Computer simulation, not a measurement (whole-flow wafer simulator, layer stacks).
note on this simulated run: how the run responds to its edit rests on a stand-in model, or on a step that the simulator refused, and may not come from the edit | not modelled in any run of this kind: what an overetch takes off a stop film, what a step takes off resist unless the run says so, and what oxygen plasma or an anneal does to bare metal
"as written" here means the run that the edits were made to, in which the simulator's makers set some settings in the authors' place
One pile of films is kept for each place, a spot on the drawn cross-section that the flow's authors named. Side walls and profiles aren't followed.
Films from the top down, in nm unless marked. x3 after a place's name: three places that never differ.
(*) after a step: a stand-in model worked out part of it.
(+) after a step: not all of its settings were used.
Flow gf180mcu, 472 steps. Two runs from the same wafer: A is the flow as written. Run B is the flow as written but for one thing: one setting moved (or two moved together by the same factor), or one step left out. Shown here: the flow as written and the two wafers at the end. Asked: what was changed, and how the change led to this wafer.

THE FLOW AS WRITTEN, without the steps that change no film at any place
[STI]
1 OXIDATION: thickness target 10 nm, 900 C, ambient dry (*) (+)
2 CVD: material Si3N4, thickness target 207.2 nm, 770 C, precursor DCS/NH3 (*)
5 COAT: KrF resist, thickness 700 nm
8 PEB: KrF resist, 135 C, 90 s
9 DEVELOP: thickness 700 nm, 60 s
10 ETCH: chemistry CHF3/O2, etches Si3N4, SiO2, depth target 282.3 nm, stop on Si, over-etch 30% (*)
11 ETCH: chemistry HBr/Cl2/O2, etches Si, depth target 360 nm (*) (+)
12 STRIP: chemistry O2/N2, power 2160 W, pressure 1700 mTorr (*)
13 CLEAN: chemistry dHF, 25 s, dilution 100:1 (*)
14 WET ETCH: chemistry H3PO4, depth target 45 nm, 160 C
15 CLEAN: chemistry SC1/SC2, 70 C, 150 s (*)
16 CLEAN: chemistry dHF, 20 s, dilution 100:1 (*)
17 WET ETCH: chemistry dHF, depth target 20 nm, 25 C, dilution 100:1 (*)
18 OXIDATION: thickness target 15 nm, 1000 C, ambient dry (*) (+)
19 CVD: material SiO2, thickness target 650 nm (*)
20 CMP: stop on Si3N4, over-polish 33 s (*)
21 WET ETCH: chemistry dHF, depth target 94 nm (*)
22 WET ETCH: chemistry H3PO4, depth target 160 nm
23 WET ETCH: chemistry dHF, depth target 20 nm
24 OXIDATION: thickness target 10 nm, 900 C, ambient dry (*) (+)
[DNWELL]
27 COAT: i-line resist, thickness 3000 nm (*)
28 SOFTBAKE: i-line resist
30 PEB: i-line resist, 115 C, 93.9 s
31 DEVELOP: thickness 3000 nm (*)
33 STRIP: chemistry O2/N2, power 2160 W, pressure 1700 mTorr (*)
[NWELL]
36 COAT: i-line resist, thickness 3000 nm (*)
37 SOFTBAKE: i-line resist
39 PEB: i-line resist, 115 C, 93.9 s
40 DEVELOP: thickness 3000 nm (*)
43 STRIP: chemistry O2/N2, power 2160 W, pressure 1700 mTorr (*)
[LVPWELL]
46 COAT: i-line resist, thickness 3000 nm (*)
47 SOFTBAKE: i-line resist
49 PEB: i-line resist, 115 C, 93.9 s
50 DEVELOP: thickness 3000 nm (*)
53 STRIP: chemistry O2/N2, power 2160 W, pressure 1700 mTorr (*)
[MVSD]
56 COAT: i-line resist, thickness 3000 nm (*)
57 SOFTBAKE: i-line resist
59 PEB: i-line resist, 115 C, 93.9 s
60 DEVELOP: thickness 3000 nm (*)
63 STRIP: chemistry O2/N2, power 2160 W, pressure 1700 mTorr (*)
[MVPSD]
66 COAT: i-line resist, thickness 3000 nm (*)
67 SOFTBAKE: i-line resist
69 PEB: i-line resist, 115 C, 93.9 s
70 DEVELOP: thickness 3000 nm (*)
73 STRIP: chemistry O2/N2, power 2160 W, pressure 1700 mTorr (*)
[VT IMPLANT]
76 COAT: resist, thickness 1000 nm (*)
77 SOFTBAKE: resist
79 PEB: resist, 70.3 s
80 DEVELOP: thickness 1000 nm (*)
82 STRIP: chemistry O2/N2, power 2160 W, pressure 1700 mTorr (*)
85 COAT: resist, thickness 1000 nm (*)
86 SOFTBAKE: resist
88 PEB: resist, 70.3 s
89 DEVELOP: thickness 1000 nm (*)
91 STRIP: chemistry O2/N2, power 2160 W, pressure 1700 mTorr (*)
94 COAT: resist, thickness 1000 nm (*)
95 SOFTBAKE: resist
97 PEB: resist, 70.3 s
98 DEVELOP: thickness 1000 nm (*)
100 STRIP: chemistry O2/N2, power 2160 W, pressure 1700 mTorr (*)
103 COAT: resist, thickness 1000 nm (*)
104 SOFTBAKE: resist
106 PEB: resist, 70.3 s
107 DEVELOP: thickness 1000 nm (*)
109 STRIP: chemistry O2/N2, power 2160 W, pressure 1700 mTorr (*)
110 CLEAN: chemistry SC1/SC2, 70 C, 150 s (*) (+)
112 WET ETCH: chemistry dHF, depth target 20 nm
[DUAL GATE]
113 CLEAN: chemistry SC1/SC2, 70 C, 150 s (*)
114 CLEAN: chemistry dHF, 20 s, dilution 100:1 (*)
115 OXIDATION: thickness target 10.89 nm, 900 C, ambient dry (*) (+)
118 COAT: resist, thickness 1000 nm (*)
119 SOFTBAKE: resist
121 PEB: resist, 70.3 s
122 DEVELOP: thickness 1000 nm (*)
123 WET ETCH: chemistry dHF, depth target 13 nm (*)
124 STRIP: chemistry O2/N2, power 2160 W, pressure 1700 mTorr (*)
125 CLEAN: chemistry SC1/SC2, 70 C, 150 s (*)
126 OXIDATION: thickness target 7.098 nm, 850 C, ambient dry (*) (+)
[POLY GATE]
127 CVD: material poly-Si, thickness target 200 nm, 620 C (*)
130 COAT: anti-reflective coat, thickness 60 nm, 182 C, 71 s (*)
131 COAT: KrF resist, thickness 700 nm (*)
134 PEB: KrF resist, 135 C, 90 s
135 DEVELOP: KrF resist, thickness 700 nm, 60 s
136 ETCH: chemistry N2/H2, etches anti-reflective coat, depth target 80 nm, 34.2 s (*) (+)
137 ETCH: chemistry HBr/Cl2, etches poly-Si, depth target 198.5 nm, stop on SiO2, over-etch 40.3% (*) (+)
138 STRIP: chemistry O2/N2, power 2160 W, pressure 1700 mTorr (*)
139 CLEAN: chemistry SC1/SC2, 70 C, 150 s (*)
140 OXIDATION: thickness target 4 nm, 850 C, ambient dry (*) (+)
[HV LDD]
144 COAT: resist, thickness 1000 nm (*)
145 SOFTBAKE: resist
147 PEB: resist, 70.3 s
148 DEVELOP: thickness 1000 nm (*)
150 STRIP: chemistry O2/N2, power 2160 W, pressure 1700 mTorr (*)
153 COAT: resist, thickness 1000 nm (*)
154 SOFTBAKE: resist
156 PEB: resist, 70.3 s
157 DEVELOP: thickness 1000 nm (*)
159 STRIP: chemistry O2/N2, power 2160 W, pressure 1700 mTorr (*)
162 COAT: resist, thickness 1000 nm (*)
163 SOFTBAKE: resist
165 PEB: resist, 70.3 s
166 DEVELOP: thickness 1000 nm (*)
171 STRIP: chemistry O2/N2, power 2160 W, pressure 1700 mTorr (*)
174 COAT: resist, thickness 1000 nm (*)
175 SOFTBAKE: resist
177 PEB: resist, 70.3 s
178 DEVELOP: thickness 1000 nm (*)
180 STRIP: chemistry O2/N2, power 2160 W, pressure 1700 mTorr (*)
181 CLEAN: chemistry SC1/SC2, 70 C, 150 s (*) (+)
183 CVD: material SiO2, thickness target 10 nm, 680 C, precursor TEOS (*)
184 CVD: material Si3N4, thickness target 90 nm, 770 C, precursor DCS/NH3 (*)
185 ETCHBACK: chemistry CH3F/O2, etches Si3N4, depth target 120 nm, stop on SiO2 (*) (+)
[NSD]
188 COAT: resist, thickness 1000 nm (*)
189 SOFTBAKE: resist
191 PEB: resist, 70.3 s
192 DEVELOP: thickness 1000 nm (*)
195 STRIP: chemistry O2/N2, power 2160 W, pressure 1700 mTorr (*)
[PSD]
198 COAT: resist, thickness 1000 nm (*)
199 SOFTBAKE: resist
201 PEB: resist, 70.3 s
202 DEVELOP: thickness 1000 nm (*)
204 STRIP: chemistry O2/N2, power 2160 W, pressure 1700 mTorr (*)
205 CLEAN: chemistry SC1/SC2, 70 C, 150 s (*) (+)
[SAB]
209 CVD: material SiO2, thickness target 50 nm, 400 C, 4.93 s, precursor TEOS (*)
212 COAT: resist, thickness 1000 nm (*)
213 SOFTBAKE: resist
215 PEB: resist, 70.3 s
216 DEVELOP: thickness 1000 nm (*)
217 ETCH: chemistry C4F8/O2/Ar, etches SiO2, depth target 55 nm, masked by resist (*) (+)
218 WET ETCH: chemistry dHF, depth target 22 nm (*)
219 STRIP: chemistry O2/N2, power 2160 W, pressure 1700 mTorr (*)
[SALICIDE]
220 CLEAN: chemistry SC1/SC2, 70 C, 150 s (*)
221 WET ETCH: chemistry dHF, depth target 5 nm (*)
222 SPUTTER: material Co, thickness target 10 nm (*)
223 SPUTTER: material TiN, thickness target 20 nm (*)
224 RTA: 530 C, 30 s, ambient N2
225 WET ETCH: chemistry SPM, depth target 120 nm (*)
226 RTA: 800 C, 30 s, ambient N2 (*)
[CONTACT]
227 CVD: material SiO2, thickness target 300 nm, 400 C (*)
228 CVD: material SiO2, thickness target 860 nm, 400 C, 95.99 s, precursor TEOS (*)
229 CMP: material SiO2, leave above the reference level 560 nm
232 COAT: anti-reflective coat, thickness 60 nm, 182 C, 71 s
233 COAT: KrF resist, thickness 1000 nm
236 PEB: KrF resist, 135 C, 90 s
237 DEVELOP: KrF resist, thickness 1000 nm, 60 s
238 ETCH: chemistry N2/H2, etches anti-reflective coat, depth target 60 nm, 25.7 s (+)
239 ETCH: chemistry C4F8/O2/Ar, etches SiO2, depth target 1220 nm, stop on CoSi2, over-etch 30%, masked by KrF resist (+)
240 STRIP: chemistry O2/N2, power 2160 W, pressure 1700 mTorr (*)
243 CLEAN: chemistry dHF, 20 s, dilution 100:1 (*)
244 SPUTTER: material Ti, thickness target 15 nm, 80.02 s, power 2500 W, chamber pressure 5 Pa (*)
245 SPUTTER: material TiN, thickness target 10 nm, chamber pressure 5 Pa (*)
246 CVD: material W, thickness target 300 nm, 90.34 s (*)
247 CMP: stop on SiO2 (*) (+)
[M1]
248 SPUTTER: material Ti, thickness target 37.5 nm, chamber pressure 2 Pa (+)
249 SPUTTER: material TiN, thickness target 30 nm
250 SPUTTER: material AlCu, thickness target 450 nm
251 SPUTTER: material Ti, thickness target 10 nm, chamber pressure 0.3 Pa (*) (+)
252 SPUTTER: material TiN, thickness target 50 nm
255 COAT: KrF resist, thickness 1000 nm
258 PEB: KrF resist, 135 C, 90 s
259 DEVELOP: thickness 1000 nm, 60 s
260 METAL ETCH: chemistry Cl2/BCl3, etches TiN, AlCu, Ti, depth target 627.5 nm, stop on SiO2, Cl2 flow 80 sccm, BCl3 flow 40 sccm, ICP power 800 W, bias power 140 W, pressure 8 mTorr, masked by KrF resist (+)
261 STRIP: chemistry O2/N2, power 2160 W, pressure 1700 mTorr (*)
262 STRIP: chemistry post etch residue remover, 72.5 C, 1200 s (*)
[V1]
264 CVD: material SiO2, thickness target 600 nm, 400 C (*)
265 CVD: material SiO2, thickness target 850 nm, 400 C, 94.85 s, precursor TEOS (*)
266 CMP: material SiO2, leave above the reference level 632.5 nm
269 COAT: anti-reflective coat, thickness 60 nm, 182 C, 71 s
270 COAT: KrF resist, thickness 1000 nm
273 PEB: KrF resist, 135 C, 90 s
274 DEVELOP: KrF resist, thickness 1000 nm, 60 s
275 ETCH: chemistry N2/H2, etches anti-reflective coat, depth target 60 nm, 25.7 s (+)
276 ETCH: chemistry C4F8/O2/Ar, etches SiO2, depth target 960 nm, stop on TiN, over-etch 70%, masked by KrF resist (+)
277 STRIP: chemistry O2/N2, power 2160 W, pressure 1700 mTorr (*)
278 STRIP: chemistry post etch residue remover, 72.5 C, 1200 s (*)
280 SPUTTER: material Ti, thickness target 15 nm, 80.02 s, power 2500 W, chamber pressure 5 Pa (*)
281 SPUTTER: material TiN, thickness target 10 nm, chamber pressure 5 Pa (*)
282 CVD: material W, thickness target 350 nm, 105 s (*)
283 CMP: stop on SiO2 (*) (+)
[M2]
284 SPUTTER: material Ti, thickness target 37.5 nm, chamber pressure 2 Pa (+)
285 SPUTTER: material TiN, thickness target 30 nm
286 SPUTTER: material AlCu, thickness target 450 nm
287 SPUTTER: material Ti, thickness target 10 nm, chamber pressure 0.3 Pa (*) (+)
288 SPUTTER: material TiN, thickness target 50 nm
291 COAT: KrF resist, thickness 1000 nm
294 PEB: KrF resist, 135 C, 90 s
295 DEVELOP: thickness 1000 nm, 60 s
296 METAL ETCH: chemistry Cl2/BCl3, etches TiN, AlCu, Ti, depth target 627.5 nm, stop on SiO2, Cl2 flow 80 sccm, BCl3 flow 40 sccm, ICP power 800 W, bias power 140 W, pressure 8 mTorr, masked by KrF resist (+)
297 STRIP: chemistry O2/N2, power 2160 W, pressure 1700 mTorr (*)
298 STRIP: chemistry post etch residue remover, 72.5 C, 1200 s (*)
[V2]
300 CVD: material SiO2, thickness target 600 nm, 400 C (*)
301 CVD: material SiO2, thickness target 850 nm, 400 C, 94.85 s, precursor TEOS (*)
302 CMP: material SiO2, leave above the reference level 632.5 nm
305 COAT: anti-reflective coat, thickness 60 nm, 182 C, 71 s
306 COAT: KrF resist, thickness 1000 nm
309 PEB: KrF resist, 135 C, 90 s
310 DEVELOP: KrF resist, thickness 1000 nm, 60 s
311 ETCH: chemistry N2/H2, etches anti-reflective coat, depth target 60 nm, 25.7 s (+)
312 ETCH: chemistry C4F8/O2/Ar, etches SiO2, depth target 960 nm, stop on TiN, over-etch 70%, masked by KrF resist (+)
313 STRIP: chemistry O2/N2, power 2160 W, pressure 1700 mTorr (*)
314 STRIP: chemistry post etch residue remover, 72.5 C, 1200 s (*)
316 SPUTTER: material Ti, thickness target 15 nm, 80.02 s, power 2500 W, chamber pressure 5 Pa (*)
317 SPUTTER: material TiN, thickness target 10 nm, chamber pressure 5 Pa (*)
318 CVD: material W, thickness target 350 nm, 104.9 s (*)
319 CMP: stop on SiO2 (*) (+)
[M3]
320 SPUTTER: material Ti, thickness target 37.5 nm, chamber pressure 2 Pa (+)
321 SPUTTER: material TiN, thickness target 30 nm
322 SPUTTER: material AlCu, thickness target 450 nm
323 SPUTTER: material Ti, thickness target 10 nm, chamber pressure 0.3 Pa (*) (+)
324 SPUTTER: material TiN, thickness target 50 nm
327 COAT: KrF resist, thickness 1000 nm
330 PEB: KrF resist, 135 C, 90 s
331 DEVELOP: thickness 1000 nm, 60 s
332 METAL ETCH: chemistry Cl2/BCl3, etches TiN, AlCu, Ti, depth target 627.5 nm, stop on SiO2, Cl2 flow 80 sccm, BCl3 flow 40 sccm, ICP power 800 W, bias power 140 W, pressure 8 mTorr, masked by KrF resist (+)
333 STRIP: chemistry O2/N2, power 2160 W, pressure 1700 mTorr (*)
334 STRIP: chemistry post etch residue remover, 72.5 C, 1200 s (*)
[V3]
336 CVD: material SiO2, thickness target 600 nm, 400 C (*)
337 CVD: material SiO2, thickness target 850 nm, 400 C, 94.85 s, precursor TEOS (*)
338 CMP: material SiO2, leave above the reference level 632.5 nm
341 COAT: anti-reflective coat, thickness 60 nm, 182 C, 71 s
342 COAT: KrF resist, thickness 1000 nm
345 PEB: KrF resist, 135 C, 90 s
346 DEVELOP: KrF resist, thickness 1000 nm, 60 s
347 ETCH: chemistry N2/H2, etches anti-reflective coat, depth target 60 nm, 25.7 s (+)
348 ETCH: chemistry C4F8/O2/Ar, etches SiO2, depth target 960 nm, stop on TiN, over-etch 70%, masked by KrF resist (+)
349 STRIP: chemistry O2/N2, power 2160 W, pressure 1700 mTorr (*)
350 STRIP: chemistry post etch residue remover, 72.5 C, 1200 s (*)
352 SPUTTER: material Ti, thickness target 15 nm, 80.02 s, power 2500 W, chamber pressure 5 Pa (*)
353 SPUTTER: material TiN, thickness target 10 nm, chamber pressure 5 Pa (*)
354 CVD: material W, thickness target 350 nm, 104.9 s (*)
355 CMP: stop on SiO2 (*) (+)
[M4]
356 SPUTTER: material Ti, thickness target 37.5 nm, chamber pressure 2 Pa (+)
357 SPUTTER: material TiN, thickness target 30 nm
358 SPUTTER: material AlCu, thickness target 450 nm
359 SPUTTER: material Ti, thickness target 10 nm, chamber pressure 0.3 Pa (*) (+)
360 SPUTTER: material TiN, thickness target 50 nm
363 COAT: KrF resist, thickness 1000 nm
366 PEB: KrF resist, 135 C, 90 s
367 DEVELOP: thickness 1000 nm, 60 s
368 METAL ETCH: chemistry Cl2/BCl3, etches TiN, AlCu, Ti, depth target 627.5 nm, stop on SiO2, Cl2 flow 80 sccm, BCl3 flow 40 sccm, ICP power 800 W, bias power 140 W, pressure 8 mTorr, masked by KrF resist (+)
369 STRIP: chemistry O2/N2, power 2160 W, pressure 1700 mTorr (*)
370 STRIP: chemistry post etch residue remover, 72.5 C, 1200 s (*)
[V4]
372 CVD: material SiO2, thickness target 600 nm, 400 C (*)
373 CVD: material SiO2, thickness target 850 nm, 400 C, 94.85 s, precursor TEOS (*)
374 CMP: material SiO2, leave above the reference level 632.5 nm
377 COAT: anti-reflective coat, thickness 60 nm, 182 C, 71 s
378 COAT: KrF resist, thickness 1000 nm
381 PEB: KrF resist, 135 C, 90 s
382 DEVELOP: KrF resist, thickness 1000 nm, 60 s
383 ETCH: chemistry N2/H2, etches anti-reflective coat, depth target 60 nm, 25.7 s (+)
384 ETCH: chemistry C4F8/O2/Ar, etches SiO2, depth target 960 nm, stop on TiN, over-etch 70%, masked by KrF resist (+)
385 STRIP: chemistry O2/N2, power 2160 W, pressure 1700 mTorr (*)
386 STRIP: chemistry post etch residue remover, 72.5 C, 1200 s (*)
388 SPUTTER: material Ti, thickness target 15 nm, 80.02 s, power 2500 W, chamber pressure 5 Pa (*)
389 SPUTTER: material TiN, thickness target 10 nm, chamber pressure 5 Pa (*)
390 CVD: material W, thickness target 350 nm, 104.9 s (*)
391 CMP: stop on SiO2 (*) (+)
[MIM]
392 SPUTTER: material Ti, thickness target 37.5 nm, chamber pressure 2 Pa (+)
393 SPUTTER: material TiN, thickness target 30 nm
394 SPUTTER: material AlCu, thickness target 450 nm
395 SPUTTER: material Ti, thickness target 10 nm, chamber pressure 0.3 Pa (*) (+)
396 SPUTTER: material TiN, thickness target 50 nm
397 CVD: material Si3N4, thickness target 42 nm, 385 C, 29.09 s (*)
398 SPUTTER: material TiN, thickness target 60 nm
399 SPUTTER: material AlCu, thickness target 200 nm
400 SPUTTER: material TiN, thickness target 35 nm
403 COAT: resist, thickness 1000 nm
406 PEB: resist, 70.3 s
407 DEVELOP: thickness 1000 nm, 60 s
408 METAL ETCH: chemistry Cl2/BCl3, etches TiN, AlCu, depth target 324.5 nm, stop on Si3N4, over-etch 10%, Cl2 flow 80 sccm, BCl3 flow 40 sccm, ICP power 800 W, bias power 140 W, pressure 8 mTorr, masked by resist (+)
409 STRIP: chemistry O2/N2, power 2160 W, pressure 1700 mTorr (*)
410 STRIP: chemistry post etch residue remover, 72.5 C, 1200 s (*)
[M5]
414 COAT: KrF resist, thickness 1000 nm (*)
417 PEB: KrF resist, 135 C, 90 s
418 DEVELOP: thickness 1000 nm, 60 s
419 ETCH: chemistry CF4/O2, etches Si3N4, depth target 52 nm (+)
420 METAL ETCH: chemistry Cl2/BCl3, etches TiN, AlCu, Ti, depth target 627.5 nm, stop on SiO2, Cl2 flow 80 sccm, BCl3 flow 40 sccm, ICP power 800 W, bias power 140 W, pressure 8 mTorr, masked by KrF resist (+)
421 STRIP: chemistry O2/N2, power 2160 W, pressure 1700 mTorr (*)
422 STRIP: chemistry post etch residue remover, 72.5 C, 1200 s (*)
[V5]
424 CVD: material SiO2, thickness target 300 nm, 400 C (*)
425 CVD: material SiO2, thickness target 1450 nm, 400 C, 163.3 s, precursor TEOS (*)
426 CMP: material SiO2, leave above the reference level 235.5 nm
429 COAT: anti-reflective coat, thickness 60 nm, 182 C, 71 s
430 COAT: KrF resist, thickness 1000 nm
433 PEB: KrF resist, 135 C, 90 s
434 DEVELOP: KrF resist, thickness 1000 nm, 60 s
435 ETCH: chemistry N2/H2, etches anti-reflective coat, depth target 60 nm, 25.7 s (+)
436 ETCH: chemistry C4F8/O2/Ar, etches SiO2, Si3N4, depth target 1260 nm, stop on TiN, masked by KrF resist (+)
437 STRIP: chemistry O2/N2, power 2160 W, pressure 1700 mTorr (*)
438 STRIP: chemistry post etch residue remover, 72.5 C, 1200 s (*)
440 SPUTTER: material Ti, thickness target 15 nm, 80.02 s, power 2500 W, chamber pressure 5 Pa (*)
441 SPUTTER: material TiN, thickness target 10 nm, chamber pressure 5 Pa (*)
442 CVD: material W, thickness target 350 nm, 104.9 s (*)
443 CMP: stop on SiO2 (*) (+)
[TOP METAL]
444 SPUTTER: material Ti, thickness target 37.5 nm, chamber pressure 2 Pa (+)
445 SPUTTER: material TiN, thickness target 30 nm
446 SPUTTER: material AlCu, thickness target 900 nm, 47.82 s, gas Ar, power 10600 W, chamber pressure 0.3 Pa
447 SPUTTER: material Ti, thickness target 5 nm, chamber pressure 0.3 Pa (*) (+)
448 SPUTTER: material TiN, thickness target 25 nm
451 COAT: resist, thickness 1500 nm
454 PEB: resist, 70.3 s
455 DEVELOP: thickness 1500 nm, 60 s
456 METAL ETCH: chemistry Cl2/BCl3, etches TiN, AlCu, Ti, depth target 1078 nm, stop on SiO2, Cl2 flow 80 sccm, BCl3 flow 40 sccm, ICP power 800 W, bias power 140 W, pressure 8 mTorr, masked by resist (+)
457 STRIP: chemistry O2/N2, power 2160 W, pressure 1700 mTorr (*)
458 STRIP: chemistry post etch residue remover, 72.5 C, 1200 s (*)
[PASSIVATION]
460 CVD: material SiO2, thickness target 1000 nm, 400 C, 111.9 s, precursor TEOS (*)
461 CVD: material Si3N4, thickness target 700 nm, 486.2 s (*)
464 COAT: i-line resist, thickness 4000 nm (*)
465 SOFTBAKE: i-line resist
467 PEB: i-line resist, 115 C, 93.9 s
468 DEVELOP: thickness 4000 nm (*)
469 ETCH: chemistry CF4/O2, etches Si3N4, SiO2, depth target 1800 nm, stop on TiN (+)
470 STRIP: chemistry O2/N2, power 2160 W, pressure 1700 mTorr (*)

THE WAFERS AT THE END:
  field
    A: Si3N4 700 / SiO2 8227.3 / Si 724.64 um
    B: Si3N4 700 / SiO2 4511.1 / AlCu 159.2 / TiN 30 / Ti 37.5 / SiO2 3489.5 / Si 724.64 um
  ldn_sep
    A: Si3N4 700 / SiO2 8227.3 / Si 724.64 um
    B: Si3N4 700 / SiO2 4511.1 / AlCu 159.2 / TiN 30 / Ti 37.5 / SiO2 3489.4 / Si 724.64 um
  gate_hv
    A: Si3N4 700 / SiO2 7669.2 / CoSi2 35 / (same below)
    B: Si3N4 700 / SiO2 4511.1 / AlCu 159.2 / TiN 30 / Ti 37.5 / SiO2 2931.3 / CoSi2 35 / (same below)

The cause: step 332, METAL ETCH: depth target 345.1 nm was run, where the flow has depth target 627.5 nm.

How the change led to this, step by step:
  332 METAL ETCH: chemistry Cl2/BCl3, etches TiN, AlCu, Ti, depth target 627.5 nm, stop on SiO2, Cl2 flow 80 sccm, BCl3 flow 40 sccm, ICP power 800 W, bias power 140 W, pressure 8 mTorr, masked by KrF resist (+)
      field, field__w1, field__w2 and 103 more: A TiN -50 (all of it), Ti -10 (all of it), AlCu -450 (all of it), TiN -30 (all of it), Ti -37.5 (all of it) | B TiN -50 (all of it), Ti -10 (all of it), AlCu -285.1
      field__w8, contact, m1, m1__w1, m1_nw: A KrF resist -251 | B KrF resist -138
  333 STRIP: chemistry O2/N2, power 2160 W, pressure 1700 mTorr (*)
      field__w8, contact, m1, m1__w1, m1_nw: A KrF resist -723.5 (all of it) | B KrF resist -836.5 (all of it)
  334 STRIP: chemistry post etch residue remover, 72.5 C, 1200 s (*)
      field, field__w1, field__w2 and 103 more: A nothing | B AlCu -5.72
  336 CVD: material SiO2, thickness target 600 nm, 400 C (*)
      field, field__w1, field__w2 and 103 more: A SiO2 +600 | B SiO2 +600 (new film)
  338 CMP: material SiO2, leave above the reference level 632.5 nm
      field, field__w1, field__w2 and 103 more: A SiO2 -300 | B SiO2 -526.7
Counting metal films that touch as one body, field has 1 body; the flow as written gives 0 bodies.
Counting metal films that touch as one body, ldn_sep has 1 body; the flow as written gives 0 bodies.
Counting metal films that touch as one body, gate_hv has 2 bodies (between them, from the top down: SiO2 2931.3); the flow as written gives 1 body.
